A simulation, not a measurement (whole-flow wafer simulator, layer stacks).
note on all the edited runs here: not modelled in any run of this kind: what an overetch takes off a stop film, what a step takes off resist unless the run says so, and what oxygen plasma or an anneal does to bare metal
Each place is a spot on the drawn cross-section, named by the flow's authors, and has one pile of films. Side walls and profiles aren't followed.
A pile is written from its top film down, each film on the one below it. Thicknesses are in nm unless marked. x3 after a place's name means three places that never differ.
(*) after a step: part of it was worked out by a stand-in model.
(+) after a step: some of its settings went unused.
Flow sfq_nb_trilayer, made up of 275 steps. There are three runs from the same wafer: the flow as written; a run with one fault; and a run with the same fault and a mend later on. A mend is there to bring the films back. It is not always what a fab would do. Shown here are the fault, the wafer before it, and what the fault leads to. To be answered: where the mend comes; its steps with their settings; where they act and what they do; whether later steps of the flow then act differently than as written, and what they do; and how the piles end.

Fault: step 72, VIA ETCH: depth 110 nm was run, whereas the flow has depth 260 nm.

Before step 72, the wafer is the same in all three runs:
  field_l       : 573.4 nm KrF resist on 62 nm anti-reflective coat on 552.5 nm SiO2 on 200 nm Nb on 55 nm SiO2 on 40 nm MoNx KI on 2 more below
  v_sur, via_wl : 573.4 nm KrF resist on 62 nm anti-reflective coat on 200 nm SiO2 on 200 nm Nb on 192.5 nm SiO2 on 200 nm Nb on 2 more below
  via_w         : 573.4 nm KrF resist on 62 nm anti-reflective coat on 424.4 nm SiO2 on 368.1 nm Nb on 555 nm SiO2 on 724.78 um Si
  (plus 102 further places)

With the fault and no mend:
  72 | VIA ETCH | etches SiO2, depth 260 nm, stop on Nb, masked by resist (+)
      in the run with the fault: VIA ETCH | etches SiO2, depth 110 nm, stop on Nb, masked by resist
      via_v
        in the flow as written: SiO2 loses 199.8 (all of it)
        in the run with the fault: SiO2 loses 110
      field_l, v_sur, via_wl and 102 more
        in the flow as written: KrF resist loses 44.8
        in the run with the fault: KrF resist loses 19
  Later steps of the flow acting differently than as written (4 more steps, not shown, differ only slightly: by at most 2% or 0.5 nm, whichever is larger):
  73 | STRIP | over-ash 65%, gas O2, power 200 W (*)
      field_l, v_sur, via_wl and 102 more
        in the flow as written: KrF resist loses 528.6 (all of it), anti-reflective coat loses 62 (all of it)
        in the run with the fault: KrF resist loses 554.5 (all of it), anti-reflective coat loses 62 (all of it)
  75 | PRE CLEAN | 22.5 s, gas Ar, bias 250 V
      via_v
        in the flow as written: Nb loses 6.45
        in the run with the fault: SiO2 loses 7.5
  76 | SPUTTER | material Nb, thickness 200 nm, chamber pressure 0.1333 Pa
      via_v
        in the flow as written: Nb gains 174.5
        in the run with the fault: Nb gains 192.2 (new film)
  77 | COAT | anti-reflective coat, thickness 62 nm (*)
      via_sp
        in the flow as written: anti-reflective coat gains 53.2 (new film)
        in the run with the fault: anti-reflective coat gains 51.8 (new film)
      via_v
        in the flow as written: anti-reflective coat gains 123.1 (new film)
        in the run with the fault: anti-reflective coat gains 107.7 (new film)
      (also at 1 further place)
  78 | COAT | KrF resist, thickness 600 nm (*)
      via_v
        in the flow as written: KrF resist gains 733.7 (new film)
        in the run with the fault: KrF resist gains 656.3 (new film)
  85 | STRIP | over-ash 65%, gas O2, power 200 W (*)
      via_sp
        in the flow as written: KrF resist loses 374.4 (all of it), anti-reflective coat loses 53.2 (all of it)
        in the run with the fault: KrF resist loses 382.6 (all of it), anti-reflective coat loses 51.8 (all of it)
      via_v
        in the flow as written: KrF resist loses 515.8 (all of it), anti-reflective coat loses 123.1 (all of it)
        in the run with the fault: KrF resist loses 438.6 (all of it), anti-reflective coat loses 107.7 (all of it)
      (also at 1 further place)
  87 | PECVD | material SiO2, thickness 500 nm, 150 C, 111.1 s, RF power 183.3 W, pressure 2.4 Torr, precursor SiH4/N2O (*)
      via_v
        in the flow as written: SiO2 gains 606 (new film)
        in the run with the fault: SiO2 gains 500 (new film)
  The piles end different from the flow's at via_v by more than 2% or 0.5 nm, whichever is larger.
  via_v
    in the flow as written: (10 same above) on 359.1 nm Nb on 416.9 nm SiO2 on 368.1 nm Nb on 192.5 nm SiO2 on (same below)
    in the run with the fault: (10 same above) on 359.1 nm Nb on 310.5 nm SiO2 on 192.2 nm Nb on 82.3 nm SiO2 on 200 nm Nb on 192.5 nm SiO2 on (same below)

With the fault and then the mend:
  The mend stands after step 72.
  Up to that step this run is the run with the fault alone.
  72a | VIA ETCH | etches SiO2, depth 150 nm, stop on Nb, masked by resist (+) (the flow's step 72 again, with other settings)
      field_l, v_sur, via_wl and 102 more
        KrF resist loses 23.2
      via_v
        SiO2 loses 89.8 (all of it)
  Every later step of the flow that is run acts as written, at every place that is followed, to within 2% or 0.5 nm, whichever is larger.
  At every place that both follow, the piles at the end match the flow's.
